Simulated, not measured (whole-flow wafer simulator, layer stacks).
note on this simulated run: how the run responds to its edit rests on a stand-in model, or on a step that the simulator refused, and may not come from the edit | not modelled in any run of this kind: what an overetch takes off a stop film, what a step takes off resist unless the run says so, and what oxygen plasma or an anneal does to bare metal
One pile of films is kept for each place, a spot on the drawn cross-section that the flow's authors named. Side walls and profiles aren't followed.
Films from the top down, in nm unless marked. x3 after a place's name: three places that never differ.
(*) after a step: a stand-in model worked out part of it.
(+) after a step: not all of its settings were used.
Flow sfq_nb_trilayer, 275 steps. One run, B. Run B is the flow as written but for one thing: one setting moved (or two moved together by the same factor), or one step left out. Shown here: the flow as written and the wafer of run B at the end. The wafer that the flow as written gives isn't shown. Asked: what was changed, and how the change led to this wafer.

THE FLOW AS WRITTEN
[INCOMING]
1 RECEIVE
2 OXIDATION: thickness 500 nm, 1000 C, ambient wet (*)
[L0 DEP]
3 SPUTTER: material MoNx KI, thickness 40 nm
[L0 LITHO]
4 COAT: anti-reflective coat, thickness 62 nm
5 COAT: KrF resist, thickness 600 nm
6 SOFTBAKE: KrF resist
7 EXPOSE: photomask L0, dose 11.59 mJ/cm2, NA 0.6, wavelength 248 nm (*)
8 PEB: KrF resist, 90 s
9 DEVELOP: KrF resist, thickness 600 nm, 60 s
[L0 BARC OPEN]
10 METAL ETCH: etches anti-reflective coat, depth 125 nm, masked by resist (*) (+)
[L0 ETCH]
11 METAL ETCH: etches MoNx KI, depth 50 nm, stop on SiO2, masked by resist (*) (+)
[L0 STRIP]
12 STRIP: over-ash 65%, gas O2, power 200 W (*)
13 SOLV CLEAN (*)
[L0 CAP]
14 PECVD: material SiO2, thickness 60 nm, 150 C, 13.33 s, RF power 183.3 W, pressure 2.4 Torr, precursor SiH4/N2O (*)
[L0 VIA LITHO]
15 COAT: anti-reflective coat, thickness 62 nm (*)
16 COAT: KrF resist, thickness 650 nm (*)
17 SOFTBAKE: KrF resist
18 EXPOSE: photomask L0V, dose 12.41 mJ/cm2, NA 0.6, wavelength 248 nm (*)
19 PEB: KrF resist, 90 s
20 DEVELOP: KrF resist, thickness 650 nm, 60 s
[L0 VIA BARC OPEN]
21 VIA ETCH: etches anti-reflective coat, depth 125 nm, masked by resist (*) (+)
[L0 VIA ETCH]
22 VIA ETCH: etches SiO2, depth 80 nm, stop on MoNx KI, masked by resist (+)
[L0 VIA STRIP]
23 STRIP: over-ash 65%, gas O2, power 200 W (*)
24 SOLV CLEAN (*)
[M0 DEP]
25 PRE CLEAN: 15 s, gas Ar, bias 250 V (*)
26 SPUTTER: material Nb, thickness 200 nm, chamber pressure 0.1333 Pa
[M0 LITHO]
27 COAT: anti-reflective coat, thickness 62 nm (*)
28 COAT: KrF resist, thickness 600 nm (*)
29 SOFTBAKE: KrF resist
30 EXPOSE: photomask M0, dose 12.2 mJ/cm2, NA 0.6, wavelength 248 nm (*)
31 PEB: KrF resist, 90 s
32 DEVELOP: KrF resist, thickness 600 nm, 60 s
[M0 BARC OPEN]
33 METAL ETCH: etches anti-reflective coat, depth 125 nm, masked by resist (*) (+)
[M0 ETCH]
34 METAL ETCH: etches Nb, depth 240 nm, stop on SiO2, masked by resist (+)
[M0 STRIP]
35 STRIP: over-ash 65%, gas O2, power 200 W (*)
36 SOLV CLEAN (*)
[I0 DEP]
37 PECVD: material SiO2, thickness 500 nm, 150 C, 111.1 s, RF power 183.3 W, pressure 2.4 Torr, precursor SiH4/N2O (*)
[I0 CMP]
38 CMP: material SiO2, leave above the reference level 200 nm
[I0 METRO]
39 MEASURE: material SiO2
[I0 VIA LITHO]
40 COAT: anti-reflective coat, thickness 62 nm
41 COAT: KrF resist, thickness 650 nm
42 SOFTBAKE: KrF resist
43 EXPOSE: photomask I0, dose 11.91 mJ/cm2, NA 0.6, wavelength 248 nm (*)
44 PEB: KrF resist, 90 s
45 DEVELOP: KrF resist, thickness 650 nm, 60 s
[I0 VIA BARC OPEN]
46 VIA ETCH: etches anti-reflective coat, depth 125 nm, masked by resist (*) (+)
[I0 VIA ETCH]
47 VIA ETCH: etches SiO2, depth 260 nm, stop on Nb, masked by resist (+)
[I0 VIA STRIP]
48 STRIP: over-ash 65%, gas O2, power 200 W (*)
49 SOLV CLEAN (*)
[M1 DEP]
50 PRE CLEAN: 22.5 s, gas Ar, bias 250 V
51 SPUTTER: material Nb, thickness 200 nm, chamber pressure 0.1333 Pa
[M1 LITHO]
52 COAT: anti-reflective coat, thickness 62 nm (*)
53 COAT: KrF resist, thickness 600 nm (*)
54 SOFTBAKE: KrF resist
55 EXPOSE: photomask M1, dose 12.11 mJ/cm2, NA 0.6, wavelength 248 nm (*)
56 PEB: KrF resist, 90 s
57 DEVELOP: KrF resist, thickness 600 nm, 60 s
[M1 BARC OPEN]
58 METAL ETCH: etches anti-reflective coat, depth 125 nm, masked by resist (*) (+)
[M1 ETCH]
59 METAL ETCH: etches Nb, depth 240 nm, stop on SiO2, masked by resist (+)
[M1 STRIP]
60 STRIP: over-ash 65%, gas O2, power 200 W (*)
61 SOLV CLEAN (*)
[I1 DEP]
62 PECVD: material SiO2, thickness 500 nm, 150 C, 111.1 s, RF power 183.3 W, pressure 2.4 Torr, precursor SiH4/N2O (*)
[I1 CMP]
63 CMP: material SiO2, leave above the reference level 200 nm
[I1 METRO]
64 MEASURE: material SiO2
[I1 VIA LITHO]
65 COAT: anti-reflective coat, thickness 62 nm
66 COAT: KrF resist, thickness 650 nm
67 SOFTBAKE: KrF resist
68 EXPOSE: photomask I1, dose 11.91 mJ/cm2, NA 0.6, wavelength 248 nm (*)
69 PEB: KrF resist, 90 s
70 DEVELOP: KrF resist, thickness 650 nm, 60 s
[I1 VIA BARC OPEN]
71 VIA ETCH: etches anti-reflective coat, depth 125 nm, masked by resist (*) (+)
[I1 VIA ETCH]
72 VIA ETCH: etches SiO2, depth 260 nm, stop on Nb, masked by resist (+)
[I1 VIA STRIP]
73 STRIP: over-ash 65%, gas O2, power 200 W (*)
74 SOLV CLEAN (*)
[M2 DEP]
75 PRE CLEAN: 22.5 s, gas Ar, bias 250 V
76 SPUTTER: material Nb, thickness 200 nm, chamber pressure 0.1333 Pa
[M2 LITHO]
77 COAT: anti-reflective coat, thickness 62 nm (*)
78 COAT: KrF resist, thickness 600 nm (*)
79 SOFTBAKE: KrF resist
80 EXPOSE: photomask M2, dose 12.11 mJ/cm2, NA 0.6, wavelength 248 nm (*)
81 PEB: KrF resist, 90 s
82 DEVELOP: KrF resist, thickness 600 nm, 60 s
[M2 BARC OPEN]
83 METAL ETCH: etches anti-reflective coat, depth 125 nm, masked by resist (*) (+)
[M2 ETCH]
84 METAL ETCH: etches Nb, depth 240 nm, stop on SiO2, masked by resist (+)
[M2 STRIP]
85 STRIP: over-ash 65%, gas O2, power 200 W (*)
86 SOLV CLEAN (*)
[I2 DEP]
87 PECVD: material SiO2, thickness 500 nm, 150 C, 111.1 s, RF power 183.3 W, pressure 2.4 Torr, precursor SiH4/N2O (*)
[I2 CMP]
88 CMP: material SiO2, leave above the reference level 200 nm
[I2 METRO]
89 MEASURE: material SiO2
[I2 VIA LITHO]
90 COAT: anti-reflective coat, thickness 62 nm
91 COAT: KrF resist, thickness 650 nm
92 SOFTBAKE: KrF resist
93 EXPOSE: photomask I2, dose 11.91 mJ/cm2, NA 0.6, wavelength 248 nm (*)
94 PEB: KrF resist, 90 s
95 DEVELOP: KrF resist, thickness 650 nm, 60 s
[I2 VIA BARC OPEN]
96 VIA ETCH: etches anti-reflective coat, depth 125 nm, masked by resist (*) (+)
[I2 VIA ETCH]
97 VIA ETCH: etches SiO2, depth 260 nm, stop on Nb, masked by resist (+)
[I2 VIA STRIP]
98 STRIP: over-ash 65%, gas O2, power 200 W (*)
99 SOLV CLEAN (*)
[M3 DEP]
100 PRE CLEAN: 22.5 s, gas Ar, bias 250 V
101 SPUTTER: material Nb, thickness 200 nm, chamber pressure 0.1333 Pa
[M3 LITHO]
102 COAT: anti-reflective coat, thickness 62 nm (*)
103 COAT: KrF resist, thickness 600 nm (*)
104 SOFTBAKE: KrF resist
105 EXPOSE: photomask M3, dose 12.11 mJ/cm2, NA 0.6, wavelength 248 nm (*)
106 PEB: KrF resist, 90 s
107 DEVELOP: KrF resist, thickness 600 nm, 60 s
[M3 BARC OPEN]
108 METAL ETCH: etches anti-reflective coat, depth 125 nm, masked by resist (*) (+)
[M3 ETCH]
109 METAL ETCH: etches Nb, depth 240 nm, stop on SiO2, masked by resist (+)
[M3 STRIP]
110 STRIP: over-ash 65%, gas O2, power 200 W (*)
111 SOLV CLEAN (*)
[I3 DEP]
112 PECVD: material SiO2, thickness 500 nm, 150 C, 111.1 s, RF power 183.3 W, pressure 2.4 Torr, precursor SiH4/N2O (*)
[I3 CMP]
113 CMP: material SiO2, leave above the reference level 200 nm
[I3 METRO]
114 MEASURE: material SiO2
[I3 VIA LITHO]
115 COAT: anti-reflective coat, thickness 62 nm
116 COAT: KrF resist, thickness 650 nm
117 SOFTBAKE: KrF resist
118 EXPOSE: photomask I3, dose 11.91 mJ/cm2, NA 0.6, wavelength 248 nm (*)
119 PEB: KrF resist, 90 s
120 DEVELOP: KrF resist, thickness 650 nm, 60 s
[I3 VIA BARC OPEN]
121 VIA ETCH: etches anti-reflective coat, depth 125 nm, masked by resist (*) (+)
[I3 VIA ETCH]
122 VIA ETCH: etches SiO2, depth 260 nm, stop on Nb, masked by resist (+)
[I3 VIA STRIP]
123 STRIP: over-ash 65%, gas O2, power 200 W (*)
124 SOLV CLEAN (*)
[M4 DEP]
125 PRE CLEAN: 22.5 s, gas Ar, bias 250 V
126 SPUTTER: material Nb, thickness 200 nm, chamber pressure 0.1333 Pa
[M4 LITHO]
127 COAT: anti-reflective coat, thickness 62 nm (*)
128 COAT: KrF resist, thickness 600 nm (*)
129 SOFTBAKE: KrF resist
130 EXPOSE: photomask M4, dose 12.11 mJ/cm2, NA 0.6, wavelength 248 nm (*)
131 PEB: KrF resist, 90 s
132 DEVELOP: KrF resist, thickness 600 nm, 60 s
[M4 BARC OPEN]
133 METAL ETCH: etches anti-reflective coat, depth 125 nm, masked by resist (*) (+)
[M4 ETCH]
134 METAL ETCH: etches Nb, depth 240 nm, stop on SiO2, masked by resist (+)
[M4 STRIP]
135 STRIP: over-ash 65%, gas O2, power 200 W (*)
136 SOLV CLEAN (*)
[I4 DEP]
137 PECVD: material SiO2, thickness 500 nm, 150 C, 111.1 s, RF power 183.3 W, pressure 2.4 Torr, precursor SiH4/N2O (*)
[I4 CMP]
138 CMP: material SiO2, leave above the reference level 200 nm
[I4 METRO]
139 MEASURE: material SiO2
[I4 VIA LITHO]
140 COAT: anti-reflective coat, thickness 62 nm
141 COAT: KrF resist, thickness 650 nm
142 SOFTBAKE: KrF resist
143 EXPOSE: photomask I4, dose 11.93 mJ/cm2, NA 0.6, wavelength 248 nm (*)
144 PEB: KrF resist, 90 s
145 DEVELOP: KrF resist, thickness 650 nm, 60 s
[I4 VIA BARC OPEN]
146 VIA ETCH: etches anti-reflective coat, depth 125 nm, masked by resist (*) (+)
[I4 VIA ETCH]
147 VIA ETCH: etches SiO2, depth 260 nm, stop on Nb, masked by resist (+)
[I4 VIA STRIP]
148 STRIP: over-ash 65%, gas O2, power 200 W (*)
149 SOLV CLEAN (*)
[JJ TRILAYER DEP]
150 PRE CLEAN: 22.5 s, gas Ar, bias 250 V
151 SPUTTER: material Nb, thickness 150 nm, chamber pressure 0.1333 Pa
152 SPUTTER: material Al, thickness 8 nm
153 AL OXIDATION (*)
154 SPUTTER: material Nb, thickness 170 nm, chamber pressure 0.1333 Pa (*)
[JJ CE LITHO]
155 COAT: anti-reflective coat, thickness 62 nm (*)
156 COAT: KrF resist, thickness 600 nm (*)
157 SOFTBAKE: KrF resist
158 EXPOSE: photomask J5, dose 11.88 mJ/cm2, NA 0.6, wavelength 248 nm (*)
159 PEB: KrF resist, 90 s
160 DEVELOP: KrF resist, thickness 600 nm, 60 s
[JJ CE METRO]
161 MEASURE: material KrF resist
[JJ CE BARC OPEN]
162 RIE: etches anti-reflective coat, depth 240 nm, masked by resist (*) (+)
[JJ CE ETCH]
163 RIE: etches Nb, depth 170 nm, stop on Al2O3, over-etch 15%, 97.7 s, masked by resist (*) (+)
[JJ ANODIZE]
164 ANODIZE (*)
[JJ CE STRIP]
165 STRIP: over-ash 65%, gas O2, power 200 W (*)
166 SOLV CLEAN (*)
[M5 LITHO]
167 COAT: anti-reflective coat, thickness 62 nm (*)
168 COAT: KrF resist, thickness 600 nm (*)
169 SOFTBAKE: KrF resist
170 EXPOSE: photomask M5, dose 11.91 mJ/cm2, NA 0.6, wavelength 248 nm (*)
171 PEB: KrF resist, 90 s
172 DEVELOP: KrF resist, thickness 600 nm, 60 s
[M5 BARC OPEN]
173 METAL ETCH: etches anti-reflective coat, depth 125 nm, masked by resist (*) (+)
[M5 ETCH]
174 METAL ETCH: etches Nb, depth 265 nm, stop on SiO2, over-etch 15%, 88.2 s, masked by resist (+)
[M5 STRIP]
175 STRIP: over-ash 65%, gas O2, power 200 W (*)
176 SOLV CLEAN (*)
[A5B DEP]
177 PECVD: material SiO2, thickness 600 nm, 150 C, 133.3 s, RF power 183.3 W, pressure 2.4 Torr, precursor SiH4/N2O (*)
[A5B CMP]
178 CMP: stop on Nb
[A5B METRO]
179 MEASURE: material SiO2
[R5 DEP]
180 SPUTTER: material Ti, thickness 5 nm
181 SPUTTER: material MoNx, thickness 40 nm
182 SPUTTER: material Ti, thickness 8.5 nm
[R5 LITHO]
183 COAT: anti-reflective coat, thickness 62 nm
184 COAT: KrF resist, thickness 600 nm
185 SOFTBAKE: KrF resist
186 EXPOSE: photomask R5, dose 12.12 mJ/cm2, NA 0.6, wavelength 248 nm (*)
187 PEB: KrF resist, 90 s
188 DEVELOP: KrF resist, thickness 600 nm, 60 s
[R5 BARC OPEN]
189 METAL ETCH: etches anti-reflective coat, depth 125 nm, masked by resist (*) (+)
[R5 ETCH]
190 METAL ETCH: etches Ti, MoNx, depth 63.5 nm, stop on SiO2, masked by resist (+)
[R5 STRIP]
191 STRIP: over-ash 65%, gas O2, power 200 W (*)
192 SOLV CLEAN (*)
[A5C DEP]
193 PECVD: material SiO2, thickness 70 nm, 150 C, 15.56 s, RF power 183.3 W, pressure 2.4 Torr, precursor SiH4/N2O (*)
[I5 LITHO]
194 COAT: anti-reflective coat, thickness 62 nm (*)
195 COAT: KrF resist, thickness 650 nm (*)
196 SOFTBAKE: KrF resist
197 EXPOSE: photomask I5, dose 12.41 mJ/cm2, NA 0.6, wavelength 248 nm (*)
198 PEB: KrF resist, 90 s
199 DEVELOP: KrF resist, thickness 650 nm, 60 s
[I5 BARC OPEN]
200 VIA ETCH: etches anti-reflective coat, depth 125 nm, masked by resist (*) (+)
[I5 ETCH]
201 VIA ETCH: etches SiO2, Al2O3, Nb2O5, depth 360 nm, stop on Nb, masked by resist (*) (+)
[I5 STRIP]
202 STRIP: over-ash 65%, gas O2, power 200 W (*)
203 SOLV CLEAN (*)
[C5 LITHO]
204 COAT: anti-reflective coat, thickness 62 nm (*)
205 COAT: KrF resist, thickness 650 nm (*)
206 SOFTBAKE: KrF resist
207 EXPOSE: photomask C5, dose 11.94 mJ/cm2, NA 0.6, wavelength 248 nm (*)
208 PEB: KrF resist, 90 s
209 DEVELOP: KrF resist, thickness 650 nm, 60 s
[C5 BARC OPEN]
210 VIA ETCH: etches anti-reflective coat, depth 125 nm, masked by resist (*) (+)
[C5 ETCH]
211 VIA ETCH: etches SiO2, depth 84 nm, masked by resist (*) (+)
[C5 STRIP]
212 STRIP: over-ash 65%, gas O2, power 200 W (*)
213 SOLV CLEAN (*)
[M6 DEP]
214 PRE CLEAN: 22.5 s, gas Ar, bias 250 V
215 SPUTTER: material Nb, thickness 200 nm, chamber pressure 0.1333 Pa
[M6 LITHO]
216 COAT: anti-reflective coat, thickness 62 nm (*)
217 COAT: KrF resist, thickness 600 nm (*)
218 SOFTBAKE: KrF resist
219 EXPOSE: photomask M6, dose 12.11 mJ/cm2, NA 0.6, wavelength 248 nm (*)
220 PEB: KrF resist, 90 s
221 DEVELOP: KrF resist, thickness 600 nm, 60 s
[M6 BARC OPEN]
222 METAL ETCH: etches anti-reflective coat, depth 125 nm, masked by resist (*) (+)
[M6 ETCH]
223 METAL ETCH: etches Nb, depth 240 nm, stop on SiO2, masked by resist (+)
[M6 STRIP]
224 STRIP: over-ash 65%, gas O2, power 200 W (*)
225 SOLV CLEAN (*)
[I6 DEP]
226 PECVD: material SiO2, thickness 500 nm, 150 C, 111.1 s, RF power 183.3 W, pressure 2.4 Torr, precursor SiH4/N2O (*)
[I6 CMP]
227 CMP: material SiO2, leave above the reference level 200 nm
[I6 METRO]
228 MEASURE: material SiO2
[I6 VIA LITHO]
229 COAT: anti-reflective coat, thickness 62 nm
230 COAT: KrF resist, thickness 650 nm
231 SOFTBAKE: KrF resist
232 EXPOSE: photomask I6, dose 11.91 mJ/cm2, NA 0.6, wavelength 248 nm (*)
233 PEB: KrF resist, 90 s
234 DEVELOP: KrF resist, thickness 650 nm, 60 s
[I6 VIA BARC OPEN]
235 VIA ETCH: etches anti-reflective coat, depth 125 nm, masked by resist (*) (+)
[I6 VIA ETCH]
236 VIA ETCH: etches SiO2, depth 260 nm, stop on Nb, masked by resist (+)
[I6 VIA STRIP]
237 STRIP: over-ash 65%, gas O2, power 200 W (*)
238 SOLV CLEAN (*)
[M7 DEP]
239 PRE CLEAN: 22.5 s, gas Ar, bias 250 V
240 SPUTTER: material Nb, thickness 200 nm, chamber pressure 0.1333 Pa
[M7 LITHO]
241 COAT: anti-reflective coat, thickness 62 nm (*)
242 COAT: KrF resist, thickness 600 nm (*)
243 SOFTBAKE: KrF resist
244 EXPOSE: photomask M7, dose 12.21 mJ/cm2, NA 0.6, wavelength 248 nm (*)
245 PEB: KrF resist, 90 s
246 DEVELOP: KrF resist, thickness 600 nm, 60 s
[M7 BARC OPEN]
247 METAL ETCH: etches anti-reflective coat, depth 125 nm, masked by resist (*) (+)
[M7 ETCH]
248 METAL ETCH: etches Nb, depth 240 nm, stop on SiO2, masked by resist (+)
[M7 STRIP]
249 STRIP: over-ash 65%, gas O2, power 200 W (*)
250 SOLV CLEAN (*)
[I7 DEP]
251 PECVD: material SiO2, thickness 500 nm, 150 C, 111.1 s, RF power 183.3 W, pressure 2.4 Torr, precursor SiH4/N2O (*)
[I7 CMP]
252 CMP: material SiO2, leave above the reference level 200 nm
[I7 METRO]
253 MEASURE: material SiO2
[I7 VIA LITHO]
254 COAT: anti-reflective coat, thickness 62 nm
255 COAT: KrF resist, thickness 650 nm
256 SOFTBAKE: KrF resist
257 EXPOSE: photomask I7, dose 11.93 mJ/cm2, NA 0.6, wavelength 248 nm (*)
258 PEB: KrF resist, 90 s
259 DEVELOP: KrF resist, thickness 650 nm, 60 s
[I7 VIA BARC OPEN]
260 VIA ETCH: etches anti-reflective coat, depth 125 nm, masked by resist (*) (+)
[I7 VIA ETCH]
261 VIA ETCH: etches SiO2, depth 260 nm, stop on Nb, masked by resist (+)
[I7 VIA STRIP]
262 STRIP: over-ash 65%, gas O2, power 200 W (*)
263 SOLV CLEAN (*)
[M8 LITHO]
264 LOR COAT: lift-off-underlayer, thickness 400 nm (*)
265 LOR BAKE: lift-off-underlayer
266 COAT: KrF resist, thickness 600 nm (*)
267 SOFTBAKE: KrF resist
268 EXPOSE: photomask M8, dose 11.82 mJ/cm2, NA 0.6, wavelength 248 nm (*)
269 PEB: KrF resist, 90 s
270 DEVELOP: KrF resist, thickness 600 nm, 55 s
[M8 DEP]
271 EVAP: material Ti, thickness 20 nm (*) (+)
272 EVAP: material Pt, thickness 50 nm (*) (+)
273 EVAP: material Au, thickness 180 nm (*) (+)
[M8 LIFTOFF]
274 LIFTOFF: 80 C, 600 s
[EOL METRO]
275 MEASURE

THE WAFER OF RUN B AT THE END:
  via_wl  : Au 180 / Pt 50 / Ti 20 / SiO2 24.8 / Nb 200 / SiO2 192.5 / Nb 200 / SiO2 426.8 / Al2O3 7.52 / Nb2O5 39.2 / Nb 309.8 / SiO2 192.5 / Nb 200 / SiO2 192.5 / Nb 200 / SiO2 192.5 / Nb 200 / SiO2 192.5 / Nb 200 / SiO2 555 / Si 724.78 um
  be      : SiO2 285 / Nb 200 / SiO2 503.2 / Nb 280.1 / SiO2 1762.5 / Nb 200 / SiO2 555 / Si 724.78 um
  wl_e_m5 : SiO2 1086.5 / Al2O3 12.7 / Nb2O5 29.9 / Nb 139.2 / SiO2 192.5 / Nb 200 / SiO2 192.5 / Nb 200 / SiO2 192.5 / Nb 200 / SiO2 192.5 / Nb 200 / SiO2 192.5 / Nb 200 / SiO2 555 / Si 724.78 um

The cause: step 252, CMP: leave above the reference level 285 nm was run, where the flow has leave above the reference level 200 nm.
It can be read off the wafer: be has SiO2 285, and step 252 as written asks for 200 nm.

How the change led to this, step by step:
  252 CMP: material SiO2, leave above the reference level 200 nm
      field_r, lsp_l: nothing (as written it would be: SiO2 -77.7)
      field_l, p4_fl x3, p4_w1 x9 and 46 more: SiO2 -15 (as written it would be: SiO2 -100)
      (and at 45 more places)
  254 COAT: anti-reflective coat, thickness 62 nm
      field_r: anti-reflective coat +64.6 (new film) (as written it would be: anti-reflective coat +62 (new film))
      lsp_l: anti-reflective coat +63.7 (new film) (as written it would be: anti-reflective coat +62 (new film))
  261 VIA ETCH: etches SiO2, depth 260 nm, stop on Nb, masked by resist (+)
      via_wl, via_w, via_wr: SiO2 -260 (as written it would be: SiO2 -199.8 (all of it))
  262 STRIP: over-ash 65%, gas O2, power 200 W (*)
      field_r: KrF resist -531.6 (all of it), anti-reflective coat -64.6 (all of it) (as written it would be: KrF resist -528.6 (all of it), anti-reflective coat -62 (all of it))
      lsp_l: KrF resist -532.3 (all of it), anti-reflective coat -63.7 (all of it) (as written it would be: KrF resist -528.6 (all of it), anti-reflective coat -62 (all of it))
  264 LOR COAT: lift-off-underlayer, thickness 400 nm (*)
      via_wl, via_wr: lift-off-underlayer +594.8 (new film) (as written it would be: lift-off-underlayer +549.8 (new film))
      v_sur: lift-off-underlayer +360.2 (new film) (as written it would be: lift-off-underlayer +369.4 (new film))
      (and at 1 more place)
  270 DEVELOP: KrF resist, thickness 600 nm, 55 s
      v_sur: KrF resist -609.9 (all of it), lift-off-underlayer -360.2 (all of it) (as written it would be: KrF resist -607.3 (all of it), lift-off-underlayer -369.4 (all of it))
      via_wl: KrF resist -631.4 (all of it), lift-off-underlayer -594.8 (all of it) (as written it would be: KrF resist -623.9 (all of it), lift-off-underlayer -549.8 (all of it))
      (and at 2 more places)
Counting metal films that touch as one body, via_wl has 8 bodies (between them, from the top down: SiO2 24.8; SiO2 192.5; SiO2 426.8 / Al2O3 7.52 / Nb2O5 39.2; SiO2 192.5; SiO2 192.5; SiO2 192.5; SiO2 192.5); the flow as written gives 7 bodies (between them, from the top down: SiO2 192.5; SiO2 426.8 / Al2O3 7.52 / Nb2O5 39.2; SiO2 192.5; SiO2 192.5; SiO2 192.5; SiO2 192.5).
